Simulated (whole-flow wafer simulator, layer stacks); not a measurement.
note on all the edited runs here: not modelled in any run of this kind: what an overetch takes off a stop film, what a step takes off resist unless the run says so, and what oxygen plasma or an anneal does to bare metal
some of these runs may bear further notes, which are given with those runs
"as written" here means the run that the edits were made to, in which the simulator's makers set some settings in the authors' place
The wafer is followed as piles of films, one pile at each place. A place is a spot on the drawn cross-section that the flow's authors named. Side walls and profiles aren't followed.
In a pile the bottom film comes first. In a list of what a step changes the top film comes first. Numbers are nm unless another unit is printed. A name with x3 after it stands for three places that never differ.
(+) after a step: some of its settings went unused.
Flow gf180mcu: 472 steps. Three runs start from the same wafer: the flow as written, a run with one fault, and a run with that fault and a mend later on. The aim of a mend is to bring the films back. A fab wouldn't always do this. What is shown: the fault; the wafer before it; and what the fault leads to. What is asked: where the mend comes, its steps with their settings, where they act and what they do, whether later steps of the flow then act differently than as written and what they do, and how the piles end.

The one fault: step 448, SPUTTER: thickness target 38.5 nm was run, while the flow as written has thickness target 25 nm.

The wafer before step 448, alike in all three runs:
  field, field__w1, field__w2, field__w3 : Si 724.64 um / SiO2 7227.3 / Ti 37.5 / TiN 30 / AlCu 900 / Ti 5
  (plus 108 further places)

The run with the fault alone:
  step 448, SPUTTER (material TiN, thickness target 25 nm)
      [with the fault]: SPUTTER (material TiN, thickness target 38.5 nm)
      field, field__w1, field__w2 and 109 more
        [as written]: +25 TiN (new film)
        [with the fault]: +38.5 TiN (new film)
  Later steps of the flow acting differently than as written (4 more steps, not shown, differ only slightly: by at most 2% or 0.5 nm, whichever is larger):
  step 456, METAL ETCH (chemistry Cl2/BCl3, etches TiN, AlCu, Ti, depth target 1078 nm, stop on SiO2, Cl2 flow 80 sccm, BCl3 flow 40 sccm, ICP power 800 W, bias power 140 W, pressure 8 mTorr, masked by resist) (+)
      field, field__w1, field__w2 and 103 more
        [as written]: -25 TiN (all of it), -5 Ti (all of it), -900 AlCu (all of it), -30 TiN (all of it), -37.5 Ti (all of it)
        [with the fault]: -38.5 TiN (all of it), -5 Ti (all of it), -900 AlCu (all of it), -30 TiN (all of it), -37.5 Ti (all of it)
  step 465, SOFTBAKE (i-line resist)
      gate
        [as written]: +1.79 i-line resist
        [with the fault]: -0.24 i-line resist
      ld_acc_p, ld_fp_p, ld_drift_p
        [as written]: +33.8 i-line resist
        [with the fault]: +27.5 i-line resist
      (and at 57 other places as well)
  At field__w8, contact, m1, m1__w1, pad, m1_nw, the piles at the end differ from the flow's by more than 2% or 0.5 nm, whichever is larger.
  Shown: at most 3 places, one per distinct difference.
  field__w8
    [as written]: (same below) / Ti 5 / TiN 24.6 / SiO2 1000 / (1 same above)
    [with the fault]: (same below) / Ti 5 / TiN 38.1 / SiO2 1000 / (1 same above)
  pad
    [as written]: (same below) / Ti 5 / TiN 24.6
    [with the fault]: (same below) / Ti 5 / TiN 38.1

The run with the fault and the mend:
  The mend stands after step 448.
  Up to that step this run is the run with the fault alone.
  step 448a, METAL ETCH (chemistry Cl2/BCl3, etches TiN, AlCu, Ti, depth target 13.5 nm, Cl2 flow 80 sccm, BCl3 flow 40 sccm, ICP power 800 W, bias power 140 W, pressure 8 mTorr) (the flow's step 260 again, with other settings)
      field, field__w1, field__w2 and 109 more
        -13.5 TiN
  Later steps of the flow that are run all act as written at every place that is followed.
  At every place that both follow, the piles at the end match the flow's.
